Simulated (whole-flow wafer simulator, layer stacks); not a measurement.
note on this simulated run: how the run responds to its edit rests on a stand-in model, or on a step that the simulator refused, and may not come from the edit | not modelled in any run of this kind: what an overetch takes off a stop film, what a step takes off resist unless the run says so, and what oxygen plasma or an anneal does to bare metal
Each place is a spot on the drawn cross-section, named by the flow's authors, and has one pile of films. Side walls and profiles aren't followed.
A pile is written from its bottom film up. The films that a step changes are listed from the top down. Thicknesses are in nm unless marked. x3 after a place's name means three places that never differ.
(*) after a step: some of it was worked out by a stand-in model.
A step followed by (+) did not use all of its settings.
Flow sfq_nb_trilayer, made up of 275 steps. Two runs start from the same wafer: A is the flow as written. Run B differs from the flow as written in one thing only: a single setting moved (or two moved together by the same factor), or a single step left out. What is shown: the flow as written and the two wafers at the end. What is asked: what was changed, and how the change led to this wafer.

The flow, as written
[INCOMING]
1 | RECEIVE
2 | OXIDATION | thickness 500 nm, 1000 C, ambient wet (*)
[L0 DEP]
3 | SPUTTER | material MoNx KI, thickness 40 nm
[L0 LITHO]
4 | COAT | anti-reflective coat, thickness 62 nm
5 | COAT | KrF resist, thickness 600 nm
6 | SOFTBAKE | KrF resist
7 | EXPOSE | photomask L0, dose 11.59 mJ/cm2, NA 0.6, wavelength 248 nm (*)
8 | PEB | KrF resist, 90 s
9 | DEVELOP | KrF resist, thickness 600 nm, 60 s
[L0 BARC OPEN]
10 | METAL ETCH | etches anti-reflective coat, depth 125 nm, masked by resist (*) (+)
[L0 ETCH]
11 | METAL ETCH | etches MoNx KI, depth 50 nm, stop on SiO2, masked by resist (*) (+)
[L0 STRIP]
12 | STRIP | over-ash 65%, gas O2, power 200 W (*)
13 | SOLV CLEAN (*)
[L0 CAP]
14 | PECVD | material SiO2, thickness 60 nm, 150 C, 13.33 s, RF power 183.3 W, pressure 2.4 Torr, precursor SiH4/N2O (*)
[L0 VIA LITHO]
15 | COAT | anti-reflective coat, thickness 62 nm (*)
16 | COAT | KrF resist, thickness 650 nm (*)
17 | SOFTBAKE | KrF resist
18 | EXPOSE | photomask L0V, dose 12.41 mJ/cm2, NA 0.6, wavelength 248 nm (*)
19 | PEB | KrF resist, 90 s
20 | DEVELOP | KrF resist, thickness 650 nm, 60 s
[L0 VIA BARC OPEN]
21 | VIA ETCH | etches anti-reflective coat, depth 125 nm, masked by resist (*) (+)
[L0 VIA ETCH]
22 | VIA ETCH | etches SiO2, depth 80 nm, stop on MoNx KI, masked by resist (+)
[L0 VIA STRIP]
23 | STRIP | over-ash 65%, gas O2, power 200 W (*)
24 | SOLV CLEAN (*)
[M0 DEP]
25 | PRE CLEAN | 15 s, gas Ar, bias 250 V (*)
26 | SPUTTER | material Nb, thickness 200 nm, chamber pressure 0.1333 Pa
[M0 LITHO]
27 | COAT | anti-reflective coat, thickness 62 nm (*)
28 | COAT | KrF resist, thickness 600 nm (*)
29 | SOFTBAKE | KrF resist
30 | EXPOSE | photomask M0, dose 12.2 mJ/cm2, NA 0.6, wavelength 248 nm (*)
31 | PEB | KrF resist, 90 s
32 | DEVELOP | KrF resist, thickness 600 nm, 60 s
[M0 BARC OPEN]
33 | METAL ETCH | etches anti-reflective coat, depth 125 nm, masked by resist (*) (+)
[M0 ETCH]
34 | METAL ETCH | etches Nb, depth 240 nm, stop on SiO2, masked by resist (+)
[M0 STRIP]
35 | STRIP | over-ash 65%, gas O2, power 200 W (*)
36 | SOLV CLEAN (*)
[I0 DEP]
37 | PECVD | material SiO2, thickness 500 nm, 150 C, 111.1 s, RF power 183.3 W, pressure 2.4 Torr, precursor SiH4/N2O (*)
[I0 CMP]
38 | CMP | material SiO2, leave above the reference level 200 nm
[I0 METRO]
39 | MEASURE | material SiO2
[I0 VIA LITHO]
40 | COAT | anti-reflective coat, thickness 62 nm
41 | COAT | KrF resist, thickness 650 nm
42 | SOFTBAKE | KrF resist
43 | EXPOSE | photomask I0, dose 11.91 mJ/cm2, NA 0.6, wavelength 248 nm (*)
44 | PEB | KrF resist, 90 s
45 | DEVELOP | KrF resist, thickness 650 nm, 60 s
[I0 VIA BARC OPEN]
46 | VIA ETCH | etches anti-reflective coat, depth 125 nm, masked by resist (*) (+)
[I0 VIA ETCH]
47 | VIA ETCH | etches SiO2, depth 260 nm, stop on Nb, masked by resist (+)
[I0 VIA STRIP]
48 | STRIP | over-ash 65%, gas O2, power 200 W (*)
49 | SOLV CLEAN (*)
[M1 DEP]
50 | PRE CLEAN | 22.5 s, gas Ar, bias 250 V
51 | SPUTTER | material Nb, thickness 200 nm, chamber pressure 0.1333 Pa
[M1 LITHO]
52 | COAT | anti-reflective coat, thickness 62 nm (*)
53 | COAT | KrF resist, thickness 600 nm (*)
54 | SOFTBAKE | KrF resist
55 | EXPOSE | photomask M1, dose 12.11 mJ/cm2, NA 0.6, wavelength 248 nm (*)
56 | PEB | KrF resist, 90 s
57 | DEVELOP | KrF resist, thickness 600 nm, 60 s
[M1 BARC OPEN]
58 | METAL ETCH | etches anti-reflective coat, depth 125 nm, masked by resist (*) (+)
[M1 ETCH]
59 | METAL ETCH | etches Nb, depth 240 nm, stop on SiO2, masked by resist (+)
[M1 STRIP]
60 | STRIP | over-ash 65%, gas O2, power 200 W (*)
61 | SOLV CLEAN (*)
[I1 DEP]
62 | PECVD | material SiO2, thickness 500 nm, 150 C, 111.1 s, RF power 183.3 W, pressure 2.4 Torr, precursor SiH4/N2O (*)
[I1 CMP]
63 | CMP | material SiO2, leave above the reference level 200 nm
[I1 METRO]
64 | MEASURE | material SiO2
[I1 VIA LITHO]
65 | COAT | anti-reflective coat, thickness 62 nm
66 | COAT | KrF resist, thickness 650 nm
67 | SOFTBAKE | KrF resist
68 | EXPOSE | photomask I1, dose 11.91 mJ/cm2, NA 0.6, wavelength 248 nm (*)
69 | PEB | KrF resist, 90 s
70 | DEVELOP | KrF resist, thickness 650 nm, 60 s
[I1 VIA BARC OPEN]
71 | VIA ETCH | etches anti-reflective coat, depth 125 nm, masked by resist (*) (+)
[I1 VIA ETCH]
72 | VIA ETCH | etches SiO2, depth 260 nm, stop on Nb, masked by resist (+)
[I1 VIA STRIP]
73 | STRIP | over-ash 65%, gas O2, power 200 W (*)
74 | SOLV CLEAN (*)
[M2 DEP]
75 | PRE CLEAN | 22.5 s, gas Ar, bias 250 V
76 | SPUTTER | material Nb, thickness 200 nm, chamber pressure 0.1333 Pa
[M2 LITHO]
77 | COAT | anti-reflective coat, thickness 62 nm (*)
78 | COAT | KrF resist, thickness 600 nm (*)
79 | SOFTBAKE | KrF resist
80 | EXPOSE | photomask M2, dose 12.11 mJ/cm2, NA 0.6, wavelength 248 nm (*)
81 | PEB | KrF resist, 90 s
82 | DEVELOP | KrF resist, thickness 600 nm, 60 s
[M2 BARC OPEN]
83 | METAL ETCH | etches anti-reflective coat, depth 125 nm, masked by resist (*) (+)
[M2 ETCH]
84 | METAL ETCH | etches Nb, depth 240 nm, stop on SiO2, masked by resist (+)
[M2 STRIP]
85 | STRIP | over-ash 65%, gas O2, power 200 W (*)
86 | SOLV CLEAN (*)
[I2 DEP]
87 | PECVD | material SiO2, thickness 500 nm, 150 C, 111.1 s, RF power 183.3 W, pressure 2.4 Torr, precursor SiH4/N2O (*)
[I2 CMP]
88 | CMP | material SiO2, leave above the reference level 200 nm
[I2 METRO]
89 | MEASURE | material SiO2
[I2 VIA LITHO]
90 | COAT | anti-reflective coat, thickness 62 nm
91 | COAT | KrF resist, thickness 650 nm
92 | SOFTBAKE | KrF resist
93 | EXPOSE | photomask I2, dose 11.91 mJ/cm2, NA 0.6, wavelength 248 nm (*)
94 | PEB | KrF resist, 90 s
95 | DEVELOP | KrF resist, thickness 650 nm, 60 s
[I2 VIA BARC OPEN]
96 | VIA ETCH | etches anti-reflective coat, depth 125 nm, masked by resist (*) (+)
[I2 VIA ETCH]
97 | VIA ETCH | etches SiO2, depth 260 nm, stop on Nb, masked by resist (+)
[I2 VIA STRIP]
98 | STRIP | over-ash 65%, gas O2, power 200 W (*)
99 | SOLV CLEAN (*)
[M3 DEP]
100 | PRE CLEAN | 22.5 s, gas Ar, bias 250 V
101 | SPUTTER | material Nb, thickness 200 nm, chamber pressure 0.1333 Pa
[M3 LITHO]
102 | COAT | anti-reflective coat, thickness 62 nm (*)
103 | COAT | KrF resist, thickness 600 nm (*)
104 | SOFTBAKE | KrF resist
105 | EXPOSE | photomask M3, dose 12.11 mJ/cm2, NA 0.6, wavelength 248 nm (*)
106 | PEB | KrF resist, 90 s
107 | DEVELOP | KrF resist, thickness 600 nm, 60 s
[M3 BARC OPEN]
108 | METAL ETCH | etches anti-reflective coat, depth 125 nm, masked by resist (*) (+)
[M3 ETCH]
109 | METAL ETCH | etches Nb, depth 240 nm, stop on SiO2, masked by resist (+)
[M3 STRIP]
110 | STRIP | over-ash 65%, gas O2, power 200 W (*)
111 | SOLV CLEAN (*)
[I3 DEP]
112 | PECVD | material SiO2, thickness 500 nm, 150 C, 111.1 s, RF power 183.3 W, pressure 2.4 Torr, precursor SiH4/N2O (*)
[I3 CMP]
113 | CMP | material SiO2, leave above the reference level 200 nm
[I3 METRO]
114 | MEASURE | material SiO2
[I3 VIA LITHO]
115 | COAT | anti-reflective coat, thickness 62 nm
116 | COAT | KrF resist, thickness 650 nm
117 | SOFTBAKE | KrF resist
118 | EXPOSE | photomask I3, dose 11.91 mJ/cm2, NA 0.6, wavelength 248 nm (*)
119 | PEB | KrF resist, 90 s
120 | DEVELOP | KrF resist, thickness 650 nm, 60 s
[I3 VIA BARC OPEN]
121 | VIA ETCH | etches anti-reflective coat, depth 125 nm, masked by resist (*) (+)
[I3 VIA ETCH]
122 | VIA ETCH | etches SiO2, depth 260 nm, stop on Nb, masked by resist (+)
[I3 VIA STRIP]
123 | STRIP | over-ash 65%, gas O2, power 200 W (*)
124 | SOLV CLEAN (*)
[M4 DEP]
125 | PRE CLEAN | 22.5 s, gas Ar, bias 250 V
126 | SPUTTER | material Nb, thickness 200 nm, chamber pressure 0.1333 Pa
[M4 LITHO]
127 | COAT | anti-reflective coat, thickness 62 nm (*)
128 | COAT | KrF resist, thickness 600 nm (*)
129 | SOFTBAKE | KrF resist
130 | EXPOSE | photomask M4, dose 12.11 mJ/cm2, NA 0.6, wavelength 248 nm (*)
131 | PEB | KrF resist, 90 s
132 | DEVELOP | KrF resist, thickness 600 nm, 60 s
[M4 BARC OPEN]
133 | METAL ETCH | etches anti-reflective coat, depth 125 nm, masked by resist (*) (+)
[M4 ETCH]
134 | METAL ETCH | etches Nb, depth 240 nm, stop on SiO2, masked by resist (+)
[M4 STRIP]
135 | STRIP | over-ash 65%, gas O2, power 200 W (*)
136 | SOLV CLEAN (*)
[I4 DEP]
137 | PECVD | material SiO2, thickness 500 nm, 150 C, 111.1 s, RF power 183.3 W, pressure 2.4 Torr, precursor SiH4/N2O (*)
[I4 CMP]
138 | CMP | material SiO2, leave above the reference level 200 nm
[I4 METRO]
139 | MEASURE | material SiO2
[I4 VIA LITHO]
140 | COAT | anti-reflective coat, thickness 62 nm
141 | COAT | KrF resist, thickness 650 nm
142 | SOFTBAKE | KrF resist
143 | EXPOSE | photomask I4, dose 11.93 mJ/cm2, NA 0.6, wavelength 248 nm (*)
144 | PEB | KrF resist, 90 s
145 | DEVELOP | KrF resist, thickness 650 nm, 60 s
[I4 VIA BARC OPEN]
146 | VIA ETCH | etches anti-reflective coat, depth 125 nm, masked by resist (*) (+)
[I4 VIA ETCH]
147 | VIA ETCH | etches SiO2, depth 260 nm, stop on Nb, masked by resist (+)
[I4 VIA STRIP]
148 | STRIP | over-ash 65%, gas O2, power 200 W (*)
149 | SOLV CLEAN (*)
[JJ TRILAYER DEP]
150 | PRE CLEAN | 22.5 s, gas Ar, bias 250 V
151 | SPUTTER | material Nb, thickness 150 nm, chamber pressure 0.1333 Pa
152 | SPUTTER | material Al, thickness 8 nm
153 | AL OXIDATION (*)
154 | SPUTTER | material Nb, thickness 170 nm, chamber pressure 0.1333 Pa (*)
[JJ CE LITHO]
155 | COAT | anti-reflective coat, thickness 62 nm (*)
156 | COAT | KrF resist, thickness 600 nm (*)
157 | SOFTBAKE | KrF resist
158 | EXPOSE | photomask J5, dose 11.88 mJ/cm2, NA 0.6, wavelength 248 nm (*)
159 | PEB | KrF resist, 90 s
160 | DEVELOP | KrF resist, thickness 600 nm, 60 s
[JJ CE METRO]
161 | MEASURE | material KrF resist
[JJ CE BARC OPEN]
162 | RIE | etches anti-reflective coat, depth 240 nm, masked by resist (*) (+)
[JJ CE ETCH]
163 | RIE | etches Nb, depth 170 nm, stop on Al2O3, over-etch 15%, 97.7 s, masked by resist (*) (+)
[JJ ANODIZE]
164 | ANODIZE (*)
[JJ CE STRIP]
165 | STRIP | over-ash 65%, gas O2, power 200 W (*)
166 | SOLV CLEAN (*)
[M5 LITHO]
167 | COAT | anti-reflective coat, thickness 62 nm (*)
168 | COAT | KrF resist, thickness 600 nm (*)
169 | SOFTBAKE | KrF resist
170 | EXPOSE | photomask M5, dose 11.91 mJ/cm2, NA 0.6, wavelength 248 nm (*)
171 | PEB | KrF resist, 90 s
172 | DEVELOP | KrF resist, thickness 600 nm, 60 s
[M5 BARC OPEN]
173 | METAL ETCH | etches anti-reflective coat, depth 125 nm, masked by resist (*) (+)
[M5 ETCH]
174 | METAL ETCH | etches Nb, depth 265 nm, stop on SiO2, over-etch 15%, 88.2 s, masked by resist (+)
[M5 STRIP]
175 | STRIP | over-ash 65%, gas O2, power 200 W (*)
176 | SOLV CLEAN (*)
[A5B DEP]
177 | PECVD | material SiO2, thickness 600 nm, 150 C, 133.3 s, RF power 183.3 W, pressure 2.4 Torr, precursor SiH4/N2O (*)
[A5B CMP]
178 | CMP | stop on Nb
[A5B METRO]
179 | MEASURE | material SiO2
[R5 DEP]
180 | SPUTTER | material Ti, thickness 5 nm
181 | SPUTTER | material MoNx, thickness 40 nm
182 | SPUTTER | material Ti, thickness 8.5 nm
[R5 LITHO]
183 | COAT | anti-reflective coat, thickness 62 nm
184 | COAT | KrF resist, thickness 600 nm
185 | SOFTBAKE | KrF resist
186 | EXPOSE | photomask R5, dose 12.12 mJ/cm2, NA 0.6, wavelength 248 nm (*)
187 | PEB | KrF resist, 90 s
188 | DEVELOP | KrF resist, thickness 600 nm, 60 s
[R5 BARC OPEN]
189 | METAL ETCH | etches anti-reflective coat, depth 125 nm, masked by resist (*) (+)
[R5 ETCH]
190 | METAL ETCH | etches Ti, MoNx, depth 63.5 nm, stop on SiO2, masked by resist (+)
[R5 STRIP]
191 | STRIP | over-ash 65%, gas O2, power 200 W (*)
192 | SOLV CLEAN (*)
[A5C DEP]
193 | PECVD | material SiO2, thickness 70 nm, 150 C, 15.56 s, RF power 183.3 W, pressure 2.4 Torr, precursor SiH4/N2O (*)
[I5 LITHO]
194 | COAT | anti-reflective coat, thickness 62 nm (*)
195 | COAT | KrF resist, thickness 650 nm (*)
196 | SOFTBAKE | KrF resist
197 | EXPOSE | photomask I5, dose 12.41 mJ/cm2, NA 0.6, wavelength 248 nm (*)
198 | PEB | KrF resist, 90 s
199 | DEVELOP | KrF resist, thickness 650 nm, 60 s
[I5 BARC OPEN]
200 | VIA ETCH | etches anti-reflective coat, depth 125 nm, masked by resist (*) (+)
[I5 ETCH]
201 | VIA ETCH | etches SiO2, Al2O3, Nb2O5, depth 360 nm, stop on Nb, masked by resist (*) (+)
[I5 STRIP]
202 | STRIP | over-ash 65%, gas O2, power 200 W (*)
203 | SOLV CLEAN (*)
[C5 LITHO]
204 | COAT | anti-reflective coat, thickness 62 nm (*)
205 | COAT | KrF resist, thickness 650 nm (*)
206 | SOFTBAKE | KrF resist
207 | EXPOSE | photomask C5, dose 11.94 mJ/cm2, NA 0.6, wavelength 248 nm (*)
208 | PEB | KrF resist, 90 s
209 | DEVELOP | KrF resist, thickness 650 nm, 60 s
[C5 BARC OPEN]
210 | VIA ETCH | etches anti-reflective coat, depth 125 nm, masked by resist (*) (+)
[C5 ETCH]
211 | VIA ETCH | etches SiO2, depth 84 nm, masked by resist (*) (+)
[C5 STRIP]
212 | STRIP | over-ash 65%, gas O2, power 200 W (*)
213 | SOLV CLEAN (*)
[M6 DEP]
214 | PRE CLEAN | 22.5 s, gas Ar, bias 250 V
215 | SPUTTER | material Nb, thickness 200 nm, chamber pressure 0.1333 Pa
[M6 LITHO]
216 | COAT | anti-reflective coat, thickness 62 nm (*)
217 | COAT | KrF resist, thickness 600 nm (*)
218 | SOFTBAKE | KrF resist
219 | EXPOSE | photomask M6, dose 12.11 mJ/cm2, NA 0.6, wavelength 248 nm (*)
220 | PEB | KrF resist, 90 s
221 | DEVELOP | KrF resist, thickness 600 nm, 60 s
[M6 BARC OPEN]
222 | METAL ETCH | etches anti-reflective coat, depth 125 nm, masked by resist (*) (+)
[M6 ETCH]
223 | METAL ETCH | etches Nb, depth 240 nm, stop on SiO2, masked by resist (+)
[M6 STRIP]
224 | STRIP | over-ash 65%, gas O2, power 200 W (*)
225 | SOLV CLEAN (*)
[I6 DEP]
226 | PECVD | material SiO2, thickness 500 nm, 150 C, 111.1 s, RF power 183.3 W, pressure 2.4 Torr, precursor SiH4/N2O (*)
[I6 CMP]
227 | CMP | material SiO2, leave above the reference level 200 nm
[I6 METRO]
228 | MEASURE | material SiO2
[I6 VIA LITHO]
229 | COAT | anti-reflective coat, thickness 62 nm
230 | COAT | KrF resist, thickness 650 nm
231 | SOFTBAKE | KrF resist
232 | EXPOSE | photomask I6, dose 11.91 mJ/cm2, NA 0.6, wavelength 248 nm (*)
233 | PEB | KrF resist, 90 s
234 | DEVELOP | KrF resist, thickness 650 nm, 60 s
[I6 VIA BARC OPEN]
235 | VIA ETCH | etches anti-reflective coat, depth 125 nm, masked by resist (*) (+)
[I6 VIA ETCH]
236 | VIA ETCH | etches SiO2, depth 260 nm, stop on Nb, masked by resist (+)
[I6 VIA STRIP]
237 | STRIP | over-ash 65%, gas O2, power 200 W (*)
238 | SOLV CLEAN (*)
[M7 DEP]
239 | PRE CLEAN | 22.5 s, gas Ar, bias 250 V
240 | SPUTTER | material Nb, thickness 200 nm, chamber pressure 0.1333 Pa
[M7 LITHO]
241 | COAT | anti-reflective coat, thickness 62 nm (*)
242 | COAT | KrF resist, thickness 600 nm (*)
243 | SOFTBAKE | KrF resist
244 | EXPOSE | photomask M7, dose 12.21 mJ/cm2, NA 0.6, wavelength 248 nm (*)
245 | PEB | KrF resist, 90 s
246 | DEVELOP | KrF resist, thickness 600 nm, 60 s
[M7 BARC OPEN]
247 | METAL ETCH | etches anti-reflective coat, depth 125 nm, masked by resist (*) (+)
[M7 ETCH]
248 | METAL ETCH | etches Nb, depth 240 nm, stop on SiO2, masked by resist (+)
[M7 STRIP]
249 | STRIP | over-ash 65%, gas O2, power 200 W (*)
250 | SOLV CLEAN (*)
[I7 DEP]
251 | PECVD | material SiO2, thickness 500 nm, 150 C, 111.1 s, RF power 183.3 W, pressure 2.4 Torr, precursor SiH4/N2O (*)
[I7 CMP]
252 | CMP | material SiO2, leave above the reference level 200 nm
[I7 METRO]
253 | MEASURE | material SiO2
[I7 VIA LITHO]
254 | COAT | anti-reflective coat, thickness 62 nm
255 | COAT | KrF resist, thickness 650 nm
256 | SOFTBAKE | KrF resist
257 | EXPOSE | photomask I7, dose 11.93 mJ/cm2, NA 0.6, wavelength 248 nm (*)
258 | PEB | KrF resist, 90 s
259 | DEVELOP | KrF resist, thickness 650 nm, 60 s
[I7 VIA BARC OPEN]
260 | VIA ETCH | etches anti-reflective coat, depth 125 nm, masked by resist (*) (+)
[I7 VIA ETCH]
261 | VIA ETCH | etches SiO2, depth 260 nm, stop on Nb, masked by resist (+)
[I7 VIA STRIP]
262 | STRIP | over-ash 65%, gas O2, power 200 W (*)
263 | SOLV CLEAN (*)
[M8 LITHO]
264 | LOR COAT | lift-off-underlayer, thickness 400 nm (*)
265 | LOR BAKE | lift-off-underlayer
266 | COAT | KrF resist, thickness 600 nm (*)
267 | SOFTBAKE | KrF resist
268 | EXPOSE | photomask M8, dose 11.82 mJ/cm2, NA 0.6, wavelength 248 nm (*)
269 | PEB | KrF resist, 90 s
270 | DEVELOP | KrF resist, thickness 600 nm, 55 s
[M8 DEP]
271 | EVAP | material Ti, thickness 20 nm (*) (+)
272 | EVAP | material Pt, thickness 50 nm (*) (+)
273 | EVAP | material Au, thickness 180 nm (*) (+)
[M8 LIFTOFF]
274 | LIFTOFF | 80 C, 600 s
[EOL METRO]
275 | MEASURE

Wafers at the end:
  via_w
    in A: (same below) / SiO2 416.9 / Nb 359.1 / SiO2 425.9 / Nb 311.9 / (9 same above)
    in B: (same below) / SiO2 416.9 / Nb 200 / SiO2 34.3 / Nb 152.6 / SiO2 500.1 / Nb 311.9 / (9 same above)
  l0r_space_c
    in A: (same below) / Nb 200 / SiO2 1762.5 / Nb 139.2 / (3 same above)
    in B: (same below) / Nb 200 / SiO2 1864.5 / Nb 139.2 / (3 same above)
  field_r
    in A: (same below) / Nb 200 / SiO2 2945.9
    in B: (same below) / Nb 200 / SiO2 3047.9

The reason: step 88, CMP: leave above the reference level 302 nm was run, while the flow as written has leave above the reference level 200 nm.

The path from the change to this, step by step:
  88 | CMP | material SiO2, leave above the reference level 200 nm
      field_l, be, be_sur and 81 more: A -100 SiO2 | B nothing
      v_sur, via_wl, via_w and 18 more: A -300 SiO2 | B -198 SiO2
      (also at 1 further place)
  97 | VIA ETCH | etches SiO2, depth 260 nm, stop on Nb, masked by resist (+)
      via_w: A -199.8 SiO2 (all of it) | B -260 SiO2
  100 | PRE CLEAN | 22.5 s, gas Ar, bias 250 V
      via_w: A -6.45 Nb | B -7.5 SiO2
  101 | SPUTTER | material Nb, thickness 200 nm, chamber pressure 0.1333 Pa
      via_w: A +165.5 Nb | B +152.6 Nb (new film)
  102 | COAT | anti-reflective coat, thickness 62 nm (*)
      via_wl, via_wr: A +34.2 anti-reflective coat (new film) | B +22.9 anti-reflective coat (new film)
      v_sur: A +61.1 anti-reflective coat (new film) | B +55.4 anti-reflective coat (new film)
      (also at 2 further places)
  103 | COAT | KrF resist, thickness 600 nm (*)
      via_w: A +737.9 KrF resist (new film) | B +793.5 KrF resist (new film)
  110 | STRIP | over-ash 65%, gas O2, power 200 W (*)
      v_sur: A -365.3 KrF resist (all of it), -61.1 anti-reflective coat (all of it) | B -361.5 KrF resist (all of it), -55.4 anti-reflective coat (all of it)
      via_wl: A -384.2 KrF resist (all of it), -34.2 anti-reflective coat (all of it) | B -382.9 KrF resist (all of it), -22.9 anti-reflective coat (all of it)
      (also at 3 further places)
  112 | PECVD | material SiO2, thickness 500 nm, 150 C, 111.1 s, RF power 183.3 W, pressure 2.4 Torr, precursor SiH4/N2O (*)
      via_w: A +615 SiO2 (new film) | B +664.6 SiO2 (new film)
  113 | CMP | material SiO2, leave above the reference level 200 nm
      via_w: A -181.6 SiO2 | B -157.1 SiO2
With metal films that touch counted as one body, via_w has 6 bodies (between them, from the top down: SiO2 192.5; SiO2 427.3 / Al2O3 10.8 / Nb2O5 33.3; SiO2 500.1; SiO2 34.3; SiO2 416.9); the flow as written gives 5 bodies (between them, from the top down: SiO2 192.5; SiO2 427.3 / Al2O3 10.8 / Nb2O5 33.3; SiO2 425.9; SiO2 416.9).
